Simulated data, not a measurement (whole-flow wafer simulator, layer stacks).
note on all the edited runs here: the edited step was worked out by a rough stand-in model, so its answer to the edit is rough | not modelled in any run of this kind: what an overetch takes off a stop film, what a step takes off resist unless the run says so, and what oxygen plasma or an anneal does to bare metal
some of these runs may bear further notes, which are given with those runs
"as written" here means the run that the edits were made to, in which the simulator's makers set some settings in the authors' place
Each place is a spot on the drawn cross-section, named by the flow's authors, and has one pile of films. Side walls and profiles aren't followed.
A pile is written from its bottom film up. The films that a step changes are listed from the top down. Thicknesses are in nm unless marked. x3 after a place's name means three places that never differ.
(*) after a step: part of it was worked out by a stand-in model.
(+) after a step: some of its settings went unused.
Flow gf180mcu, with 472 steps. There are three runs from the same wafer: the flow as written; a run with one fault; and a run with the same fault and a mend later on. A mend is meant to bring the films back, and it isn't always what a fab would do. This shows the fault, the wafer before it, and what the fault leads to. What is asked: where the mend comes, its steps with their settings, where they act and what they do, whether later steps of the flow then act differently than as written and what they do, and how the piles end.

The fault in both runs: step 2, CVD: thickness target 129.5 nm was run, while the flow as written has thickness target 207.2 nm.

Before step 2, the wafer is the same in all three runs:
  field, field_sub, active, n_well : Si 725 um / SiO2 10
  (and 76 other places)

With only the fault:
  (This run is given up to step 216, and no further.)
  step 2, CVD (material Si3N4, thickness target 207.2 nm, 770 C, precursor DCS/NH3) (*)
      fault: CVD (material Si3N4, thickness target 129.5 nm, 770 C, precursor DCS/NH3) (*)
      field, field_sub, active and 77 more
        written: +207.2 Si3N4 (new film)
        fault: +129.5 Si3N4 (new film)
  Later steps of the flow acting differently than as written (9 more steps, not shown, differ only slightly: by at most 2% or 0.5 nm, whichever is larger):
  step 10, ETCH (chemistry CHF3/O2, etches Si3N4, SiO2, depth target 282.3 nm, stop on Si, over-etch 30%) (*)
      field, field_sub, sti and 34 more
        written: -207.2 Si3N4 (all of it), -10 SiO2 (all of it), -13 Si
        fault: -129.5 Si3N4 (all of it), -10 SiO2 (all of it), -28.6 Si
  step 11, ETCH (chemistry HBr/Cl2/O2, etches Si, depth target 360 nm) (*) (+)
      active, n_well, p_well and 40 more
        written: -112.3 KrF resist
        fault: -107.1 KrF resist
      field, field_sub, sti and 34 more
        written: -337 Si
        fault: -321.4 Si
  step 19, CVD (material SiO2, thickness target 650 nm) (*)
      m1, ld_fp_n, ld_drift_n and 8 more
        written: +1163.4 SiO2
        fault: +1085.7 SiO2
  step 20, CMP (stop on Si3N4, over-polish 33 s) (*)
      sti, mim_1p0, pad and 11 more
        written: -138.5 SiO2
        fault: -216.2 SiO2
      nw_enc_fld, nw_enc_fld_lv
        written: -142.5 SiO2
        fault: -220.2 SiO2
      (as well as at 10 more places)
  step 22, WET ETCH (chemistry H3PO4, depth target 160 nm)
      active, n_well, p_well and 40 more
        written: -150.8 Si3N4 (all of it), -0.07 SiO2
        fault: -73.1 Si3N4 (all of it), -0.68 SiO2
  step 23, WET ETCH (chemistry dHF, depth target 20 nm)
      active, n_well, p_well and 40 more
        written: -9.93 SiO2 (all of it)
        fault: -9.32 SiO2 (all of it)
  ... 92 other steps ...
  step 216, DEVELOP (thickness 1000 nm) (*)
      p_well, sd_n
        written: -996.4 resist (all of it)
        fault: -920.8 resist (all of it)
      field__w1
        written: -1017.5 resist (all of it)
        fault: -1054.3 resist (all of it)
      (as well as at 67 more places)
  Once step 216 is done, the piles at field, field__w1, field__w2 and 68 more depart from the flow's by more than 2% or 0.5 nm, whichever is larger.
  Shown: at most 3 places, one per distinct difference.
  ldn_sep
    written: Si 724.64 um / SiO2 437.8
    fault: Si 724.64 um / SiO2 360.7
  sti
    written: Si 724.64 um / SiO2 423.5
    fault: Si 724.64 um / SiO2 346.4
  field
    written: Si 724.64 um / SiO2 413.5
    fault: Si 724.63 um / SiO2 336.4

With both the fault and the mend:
  The mend stands after step 9.
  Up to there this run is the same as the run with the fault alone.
  step 9a, STRIP (chemistry O2/N2, power 2160 W, pressure 1700 mTorr) (*)
      active, n_well, p_well and 40 more
        -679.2 KrF resist (all of it)
  step 9b, CVD (material Si3N4, thickness target 77.69 nm, 770 C, precursor DCS/NH3) (*) (a further turn of the flow's step 2, with different settings)
      field, field_sub, active and 77 more
        +77.7 Si3N4
  step 9c, HMDS (120 C, 60 s) (a further turn of the flow's step 4)
      alters no film at any place that is followed
  step 9d, COAT (KrF resist, thickness 700 nm) (a further turn of the flow's step 5)
      field, field_sub, active and 77 more
        +700 KrF resist (new film)
  step 9e, SOFTBAKE (KrF resist) (a further turn of the flow's step 6)
      alters no film at any place that is followed
  step 9f, EXPOSE (photomask COMP) (a further turn of the flow's step 7)
      alters no film at any place that is followed
  step 9g, PEB (KrF resist, 135 C, 90 s) (a further turn of the flow's step 8)
      field, field_sub, active and 77 more
        -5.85 KrF resist
  step 9h, DEVELOP (thickness 700 nm, 60 s) (a further turn of the flow's step 9)
      active, n_well, p_well and 40 more
        -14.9 KrF resist
      field, field_sub, sti and 34 more
        -694.2 KrF resist (all of it)
  None of the later steps of the flow differs from how it acts as written, at any place that is followed, by more than 2% or 0.5 nm, whichever is larger.
  At every place that both follow, the piles at the end match the flow's.
